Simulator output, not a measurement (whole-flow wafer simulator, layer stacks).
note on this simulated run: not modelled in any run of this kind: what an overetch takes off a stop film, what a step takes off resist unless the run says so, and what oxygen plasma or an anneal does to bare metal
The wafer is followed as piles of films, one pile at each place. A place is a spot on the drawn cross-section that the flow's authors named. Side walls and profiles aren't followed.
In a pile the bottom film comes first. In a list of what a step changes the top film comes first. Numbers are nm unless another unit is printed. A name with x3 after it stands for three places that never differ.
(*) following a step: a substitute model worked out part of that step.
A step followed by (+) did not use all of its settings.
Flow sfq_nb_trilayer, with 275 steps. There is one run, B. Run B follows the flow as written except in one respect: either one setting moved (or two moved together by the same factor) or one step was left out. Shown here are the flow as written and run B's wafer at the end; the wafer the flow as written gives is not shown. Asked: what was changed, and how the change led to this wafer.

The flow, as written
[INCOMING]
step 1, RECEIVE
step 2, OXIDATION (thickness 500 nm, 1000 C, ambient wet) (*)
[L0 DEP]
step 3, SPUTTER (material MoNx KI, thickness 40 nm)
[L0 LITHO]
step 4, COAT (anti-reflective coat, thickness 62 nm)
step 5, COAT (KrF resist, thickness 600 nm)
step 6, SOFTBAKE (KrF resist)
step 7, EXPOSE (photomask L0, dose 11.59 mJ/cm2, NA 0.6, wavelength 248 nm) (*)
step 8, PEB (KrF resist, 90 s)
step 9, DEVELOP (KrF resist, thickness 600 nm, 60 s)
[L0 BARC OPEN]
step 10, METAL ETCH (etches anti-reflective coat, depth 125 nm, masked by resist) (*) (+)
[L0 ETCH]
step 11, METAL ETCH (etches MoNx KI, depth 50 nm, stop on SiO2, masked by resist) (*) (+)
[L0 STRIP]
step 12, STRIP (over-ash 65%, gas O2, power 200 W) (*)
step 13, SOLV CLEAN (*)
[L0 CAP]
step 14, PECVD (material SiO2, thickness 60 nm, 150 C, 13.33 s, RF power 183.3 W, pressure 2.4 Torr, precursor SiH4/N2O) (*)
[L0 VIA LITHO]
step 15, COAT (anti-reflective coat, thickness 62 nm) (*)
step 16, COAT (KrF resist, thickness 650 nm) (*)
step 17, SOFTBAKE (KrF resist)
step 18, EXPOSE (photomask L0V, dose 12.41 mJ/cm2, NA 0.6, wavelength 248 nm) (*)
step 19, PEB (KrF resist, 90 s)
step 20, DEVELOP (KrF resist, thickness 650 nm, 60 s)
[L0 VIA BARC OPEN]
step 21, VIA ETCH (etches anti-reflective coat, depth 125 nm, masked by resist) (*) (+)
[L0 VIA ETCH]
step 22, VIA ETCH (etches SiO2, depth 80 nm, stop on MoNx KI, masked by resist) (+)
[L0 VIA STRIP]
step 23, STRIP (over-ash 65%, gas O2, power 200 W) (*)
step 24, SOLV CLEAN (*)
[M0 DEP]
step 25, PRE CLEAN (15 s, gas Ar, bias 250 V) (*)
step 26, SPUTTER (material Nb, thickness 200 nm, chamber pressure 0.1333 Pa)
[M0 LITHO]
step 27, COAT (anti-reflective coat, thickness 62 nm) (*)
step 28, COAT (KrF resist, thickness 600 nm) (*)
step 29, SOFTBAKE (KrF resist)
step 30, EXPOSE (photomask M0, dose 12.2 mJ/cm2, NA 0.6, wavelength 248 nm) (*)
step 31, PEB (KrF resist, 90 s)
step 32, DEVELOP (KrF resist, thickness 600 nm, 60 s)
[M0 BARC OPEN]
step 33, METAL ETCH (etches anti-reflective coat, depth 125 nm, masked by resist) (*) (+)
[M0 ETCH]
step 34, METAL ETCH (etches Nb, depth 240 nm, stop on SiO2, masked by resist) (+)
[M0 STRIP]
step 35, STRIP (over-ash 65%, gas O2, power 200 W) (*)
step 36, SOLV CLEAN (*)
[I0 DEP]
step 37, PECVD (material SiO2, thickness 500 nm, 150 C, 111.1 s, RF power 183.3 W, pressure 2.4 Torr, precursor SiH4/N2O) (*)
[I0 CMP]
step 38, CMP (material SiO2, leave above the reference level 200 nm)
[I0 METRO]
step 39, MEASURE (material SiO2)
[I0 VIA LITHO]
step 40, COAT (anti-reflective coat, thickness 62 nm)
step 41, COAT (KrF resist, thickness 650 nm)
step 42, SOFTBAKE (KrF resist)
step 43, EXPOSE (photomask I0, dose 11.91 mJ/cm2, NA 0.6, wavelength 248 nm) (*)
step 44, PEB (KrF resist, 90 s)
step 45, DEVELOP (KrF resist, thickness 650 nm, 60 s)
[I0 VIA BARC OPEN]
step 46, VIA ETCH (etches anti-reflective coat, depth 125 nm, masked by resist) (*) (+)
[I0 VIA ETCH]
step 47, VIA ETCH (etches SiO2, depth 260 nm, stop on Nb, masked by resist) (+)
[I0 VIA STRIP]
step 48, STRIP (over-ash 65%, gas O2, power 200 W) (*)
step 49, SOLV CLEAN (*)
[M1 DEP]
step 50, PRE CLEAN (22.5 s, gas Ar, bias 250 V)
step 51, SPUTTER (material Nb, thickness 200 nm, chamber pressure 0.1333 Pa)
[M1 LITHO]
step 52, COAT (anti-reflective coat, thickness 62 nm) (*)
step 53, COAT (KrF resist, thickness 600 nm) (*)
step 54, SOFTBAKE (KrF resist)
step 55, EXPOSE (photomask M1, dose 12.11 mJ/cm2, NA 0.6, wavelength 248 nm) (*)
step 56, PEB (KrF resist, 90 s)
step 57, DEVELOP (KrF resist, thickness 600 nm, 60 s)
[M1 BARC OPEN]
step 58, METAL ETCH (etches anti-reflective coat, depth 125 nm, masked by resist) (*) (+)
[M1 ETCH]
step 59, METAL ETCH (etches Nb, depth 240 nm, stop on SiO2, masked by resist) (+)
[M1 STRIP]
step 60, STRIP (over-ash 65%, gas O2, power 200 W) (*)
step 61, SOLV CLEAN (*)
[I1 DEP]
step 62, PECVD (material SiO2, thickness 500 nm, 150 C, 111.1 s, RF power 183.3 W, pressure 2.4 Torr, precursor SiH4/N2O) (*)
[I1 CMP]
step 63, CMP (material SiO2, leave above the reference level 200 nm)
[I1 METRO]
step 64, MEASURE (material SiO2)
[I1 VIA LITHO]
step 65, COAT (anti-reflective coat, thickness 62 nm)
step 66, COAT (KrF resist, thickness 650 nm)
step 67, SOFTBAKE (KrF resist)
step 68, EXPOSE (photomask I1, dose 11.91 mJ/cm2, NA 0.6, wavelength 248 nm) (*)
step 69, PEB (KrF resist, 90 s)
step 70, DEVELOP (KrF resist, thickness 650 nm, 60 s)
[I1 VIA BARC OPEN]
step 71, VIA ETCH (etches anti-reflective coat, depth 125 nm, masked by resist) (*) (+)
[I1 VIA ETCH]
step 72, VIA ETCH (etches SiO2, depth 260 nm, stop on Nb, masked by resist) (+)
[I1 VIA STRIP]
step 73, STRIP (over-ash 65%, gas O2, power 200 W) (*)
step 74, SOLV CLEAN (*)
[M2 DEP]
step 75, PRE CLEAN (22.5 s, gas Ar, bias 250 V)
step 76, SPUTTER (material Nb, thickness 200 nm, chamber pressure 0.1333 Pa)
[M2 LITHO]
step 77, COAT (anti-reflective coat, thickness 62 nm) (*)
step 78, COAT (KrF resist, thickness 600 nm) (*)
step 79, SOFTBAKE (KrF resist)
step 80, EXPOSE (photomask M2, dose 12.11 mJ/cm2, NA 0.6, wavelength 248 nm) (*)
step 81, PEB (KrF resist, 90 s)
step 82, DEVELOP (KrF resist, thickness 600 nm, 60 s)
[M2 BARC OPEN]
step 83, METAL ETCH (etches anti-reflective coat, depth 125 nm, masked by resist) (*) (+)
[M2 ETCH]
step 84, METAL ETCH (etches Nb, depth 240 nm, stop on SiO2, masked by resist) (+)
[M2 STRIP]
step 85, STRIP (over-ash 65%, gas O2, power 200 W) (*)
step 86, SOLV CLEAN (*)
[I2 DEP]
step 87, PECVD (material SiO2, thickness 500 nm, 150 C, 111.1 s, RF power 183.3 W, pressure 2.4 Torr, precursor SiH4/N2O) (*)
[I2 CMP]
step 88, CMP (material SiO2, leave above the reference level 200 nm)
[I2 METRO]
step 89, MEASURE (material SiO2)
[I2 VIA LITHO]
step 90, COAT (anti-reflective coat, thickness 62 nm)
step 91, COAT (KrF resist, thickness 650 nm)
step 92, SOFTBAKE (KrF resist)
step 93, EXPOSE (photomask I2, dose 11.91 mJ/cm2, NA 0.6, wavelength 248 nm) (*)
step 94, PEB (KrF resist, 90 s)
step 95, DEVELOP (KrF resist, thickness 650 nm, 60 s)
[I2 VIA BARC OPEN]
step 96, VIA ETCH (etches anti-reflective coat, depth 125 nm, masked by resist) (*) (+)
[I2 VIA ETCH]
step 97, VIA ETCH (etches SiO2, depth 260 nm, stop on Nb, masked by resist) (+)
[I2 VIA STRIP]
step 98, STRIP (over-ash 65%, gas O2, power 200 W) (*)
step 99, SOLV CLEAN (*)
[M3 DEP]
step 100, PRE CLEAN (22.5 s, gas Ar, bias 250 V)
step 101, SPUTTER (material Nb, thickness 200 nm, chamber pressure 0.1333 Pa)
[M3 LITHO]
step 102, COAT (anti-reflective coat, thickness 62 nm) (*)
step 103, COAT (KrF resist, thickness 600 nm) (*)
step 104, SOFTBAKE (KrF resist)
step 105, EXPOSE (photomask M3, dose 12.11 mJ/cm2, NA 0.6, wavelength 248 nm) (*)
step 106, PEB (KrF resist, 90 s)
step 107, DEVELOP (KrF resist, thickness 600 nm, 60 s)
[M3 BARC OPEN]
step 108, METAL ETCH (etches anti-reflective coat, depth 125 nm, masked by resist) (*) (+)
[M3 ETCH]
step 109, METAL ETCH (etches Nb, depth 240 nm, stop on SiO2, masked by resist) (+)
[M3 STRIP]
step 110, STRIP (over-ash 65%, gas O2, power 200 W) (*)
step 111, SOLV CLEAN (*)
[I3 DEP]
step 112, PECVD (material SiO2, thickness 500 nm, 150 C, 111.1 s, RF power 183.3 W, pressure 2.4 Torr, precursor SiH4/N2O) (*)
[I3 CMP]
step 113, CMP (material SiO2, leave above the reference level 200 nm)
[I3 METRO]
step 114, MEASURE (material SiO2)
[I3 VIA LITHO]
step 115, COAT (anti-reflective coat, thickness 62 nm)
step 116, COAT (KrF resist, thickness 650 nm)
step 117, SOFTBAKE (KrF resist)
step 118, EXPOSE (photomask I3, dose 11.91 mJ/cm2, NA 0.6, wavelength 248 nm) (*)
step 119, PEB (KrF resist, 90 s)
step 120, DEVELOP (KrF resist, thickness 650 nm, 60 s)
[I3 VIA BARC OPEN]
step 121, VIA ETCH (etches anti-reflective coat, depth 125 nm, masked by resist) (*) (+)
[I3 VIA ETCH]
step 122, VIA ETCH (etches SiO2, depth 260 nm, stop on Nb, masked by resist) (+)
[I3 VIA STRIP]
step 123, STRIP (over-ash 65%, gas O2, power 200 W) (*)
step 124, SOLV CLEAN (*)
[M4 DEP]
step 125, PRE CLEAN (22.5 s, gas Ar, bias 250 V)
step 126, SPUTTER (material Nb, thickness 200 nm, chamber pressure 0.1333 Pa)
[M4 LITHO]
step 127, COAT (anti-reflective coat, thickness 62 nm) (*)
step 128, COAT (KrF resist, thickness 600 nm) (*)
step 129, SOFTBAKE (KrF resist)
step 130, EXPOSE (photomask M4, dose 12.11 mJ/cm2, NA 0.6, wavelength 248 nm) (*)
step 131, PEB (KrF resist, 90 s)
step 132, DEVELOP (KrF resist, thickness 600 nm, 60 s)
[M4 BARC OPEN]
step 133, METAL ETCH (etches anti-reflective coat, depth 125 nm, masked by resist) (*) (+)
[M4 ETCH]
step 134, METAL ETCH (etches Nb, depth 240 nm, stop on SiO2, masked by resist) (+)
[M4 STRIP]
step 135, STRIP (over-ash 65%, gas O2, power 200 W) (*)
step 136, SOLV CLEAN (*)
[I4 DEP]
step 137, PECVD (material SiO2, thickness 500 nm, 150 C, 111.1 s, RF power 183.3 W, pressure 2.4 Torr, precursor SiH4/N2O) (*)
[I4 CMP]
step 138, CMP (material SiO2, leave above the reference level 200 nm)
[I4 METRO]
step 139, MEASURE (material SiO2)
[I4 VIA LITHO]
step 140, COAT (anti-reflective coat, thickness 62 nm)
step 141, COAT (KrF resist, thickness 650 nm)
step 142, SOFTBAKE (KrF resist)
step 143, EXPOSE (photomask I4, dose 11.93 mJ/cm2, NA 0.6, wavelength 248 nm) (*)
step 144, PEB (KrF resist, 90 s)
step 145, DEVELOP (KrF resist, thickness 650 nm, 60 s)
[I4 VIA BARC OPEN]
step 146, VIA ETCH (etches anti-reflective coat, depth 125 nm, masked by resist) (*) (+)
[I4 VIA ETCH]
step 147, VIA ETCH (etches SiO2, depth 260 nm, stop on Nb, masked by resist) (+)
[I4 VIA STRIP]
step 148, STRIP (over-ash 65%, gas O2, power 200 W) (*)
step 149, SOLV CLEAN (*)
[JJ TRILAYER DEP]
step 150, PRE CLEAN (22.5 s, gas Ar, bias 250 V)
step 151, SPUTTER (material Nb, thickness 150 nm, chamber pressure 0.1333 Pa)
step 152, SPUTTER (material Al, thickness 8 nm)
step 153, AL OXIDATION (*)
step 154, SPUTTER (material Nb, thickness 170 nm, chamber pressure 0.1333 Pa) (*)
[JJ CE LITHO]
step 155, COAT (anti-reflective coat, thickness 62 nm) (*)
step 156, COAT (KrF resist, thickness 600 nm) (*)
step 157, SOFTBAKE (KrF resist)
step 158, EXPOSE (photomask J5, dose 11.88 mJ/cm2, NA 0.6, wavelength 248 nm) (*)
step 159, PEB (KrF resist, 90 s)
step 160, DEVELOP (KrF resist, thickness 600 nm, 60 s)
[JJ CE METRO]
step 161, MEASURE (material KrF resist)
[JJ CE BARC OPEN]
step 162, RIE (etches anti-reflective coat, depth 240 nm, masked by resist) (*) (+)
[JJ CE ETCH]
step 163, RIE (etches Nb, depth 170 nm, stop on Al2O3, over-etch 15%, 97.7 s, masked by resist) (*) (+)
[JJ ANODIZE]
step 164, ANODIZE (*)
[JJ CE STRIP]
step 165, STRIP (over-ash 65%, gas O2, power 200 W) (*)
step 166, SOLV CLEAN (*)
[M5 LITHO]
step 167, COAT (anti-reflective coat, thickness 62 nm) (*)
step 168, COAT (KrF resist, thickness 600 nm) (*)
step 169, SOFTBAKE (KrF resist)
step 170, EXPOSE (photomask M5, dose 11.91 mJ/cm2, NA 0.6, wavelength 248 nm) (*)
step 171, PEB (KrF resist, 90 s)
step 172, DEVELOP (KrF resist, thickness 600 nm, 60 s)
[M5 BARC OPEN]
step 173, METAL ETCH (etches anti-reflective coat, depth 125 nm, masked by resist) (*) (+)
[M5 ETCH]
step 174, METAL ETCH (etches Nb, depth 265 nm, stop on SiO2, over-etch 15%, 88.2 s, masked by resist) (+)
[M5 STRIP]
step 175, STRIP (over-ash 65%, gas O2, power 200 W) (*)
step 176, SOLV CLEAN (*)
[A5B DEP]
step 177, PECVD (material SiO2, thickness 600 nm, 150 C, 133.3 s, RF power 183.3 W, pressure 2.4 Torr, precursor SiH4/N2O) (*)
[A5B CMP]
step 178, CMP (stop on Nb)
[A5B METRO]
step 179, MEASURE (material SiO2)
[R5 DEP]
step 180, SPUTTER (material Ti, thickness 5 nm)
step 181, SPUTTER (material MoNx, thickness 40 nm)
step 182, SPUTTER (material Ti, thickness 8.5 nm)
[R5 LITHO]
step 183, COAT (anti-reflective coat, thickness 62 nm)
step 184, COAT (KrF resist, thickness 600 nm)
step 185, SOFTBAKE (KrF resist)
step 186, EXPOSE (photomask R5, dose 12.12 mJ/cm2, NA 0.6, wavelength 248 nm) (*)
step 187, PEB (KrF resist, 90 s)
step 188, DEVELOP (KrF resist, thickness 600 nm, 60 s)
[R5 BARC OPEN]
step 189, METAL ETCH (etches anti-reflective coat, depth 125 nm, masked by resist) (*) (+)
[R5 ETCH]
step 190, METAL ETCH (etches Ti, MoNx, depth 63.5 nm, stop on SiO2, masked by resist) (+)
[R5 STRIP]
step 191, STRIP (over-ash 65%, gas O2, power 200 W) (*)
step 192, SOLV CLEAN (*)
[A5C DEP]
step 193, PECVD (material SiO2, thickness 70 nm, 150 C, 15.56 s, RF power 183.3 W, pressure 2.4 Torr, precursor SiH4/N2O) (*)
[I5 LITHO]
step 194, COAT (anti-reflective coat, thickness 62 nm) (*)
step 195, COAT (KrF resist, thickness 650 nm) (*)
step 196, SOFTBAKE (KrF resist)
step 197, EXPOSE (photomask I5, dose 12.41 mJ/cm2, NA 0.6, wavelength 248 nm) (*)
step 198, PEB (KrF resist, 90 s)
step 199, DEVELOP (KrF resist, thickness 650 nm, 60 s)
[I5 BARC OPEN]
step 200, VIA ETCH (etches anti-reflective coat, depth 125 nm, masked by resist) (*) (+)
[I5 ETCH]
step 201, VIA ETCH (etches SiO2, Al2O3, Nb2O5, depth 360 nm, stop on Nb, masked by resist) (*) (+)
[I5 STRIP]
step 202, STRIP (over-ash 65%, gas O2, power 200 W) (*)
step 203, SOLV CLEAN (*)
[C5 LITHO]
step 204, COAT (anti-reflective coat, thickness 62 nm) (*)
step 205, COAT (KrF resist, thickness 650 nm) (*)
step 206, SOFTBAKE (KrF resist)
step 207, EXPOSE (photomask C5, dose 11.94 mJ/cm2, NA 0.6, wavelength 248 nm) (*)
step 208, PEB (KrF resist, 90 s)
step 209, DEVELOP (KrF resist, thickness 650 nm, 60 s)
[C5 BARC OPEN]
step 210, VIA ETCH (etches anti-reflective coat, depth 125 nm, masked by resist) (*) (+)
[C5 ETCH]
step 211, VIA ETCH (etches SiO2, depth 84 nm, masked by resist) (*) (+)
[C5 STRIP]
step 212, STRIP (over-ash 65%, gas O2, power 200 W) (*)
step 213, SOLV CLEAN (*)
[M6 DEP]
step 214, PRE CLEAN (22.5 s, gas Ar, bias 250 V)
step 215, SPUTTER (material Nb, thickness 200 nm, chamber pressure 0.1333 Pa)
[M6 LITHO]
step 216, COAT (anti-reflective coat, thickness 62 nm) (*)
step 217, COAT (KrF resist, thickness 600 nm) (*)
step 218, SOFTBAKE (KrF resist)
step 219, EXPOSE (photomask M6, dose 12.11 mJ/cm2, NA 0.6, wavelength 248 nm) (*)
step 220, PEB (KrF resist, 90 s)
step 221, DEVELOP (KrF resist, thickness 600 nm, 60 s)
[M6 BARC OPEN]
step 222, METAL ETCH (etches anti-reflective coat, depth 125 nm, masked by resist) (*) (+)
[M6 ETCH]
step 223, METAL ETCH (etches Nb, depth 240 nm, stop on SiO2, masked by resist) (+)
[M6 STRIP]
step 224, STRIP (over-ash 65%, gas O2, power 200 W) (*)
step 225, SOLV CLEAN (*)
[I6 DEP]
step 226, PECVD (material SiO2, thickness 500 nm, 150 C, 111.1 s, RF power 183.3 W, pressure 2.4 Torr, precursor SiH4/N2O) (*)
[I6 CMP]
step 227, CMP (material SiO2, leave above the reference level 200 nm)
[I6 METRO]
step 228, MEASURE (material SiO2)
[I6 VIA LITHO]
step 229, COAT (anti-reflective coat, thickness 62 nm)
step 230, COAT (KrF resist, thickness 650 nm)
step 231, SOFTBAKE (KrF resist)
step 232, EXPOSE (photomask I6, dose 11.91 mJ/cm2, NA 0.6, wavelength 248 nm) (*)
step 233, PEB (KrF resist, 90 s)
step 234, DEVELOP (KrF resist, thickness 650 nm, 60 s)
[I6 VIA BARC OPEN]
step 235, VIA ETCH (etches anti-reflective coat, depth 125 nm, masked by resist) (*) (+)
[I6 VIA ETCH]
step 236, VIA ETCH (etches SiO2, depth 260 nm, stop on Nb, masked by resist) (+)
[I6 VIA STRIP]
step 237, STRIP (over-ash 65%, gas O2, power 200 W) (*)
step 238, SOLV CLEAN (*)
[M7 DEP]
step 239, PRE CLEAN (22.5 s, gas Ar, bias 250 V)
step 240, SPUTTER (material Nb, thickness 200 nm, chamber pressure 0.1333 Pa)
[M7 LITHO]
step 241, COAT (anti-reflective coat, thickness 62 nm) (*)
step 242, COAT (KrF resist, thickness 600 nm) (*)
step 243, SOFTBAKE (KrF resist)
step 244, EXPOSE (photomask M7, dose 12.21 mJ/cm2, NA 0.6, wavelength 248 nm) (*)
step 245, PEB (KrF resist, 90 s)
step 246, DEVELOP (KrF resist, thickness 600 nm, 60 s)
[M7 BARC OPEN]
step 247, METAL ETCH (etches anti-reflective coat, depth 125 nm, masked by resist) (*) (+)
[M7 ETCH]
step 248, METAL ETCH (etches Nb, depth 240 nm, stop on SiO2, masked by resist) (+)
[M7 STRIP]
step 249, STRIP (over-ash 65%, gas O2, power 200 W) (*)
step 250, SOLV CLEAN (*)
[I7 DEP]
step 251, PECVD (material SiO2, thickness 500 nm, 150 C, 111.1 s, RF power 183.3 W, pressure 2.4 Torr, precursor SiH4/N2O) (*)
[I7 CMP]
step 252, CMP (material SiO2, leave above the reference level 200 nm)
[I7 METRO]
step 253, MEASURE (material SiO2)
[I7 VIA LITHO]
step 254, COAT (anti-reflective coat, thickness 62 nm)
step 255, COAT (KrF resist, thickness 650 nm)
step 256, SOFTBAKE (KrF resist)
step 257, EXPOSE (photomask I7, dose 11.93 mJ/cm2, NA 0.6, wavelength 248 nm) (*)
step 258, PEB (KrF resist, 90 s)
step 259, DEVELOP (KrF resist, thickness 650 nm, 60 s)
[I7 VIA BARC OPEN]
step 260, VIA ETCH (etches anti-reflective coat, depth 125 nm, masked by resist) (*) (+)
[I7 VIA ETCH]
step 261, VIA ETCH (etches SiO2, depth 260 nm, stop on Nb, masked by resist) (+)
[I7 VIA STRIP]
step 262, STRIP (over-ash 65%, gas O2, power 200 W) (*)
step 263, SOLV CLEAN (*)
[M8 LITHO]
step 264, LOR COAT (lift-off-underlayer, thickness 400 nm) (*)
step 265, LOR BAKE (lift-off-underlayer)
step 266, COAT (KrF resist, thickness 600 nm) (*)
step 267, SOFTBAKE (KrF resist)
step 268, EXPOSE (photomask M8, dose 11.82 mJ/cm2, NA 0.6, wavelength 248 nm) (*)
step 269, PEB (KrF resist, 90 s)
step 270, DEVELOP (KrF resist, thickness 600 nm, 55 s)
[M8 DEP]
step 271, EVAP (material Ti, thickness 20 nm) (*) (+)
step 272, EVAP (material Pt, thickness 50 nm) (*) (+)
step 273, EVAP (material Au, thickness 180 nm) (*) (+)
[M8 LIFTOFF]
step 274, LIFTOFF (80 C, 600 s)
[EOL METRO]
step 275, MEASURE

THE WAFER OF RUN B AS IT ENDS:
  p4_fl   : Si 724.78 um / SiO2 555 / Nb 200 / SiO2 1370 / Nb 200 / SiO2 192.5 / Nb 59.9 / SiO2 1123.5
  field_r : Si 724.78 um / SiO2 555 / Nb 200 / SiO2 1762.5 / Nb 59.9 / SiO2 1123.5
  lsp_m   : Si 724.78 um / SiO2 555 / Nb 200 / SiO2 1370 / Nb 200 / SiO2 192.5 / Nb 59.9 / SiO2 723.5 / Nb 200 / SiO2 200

Cause: step 174, METAL ETCH: depth 106 nm was run, whereas the flow has depth 265 nm; step 174, METAL ETCH: 35.3 s was run, where the flow has 88.2 s.

Step by step, how the change led to this:
  step 174, METAL ETCH (etches Nb, depth 265 nm, stop on SiO2, over-etch 15%, 88.2 s, masked by resist) (+)
      field_l, r_sur, res and 50 more: Al2O3 loses 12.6 (all of it), Nb2O5 loses 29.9 (all of it), Nb loses 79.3 (in the flow as written it would be: Al2O3 loses 12.6 (all of it), Nb2O5 loses 29.9 (all of it), Nb loses 139.2 (all of it), SiO2 loses 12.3)
      v_sur, via_wl, via_w and 40 more: KrF resist loses 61 (in the flow as written it would be: KrF resist loses 152.4)
      (as well as at 10 more places)
  step 175, STRIP (over-ash 65%, gas O2, power 200 W) (*)
      l0r_line_l, l0r_line_c, l0r_space_c and 27 more: KrF resist loses 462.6 (all of it), anti-reflective coat loses 62 (all of it) (in the flow as written it would be: KrF resist loses 371.2 (all of it), anti-reflective coat loses 62 (all of it))
      v_sur: KrF resist loses 440.6 (all of it), anti-reflective coat loses 44.9 (all of it) (in the flow as written it would be: KrF resist loses 349.2 (all of it), anti-reflective coat loses 44.9 (all of it))
      (as well as at 22 more places)
  step 177, PECVD (material SiO2, thickness 600 nm, 150 C, 133.3 s, RF power 183.3 W, pressure 2.4 Torr, precursor SiH4/N2O) (*)
      field_l, p4_fl, p4_fm and 39 more: SiO2 gains 600 (new film) (in the flow as written it would be: SiO2 gains 600)
      r_sur, res, r_end, moat, field_r, lsp_l: SiO2 gains 600 (new film) (in the flow as written it would be: SiO2 gains 592.9)
      (as well as at 5 more places)
  step 178, CMP (stop on Nb)
      field_l, p4_fl, p4_fm and 39 more: SiO2 loses 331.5 (in the flow as written it would be: SiO2 loses 259.3)
      r_sur, res, r_end, moat, field_r, lsp_l: SiO2 loses 331.5 (in the flow as written it would be: SiO2 loses 252.3)
      (as well as at 5 more places)
If metal films that touch count as one body, p4_fl has 3 bodies (between them, from the top down: SiO2 192.5; SiO2 1370); the flow as written gives 2 bodies (between them, from the top down: SiO2 1370).
If metal films that touch count as one body, field_r has 2 bodies (between them, from the top down: SiO2 1762.5); the flow as written gives 1 body.
If metal films that touch count as one body, lsp_m has 4 bodies (between them, from the top down: SiO2 723.5; SiO2 192.5; SiO2 1370); the flow as written gives 3 bodies (between them, from the top down: SiO2 975.9; SiO2 1370).
